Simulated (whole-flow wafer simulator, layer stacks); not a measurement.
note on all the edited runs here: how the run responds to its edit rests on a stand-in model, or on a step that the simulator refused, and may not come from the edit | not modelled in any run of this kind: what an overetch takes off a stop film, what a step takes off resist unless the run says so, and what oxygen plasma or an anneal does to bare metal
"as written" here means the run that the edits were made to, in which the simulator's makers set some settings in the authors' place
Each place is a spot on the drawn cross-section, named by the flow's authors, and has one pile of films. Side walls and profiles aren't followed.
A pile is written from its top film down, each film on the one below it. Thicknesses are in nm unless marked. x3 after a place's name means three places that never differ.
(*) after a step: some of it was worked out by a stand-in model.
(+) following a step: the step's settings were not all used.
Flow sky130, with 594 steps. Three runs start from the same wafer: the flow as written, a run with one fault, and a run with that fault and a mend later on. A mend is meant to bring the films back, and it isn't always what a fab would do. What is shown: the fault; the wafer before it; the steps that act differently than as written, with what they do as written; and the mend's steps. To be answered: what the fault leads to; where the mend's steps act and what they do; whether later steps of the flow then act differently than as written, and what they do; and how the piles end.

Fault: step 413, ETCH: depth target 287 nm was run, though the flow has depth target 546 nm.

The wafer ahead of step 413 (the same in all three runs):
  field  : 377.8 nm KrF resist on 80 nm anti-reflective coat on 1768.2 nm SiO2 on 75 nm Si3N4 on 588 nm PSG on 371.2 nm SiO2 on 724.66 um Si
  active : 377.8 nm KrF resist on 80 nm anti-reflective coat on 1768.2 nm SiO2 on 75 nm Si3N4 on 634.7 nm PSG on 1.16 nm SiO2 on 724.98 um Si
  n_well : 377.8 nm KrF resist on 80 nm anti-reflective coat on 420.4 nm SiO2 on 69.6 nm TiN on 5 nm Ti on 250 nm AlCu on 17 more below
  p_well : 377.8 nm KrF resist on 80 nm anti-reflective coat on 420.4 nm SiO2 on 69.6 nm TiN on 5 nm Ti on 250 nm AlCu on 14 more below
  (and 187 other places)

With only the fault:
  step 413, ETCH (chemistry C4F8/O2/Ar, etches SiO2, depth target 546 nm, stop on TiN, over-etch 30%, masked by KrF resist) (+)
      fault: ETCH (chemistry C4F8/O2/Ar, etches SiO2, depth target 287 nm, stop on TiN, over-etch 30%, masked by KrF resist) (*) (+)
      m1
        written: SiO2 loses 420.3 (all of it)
        fault: SiO2 loses 287
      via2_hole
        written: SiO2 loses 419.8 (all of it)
        fault: SiO2 loses 287
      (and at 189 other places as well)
  Later steps of the flow acting differently than as written (not shown: 7 more steps that differ only slightly, by at most 2% or 0.5 nm, whichever is larger):
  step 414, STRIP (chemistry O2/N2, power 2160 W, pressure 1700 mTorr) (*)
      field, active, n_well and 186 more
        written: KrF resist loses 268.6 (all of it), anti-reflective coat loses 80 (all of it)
        fault: KrF resist loses 320.4 (all of it), anti-reflective coat loses 80 (all of it)
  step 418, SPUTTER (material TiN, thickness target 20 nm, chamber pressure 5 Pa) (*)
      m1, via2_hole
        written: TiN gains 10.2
        fault: TiN gains 12 (new film)
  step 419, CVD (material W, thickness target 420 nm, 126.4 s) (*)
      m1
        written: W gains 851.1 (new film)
        fault: W gains 715.6 (new film)
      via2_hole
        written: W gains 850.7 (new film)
        fault: W gains 715.6 (new film)
  By the end, the piles at m1, via2_hole depart from the flow's by more than 2% or 0.5 nm, whichever is larger.
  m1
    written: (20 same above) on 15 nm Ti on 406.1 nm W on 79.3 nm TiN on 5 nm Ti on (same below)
    fault: (20 same above) on 15 nm Ti on 270.6 nm W on 12 nm TiN on 133.3 nm SiO2 on 69.6 nm TiN on 5 nm Ti on (same below)
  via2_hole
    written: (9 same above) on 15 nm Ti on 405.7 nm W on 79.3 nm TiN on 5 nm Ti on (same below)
    fault: (9 same above) on 15 nm Ti on 270.6 nm W on 12 nm TiN on 132.8 nm SiO2 on 69.6 nm TiN on 5 nm Ti on (same below)

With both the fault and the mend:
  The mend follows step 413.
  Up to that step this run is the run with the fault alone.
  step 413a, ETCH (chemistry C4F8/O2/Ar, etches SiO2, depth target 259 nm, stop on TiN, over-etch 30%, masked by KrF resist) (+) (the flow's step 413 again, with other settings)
      field, active, n_well and 186 more
        KrF resist loses 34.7
      m1
        SiO2 loses 133.3 (all of it)
      via2_hole
        SiO2 loses 132.8 (all of it)
  Later steps of the flow acting differently than as written:
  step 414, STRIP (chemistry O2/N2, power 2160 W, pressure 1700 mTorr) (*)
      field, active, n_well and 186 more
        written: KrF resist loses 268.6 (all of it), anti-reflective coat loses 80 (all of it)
        mend: KrF resist loses 285.8 (all of it), anti-reflective coat loses 80 (all of it)
  The piles end the same as the flow's at every place that both follow.
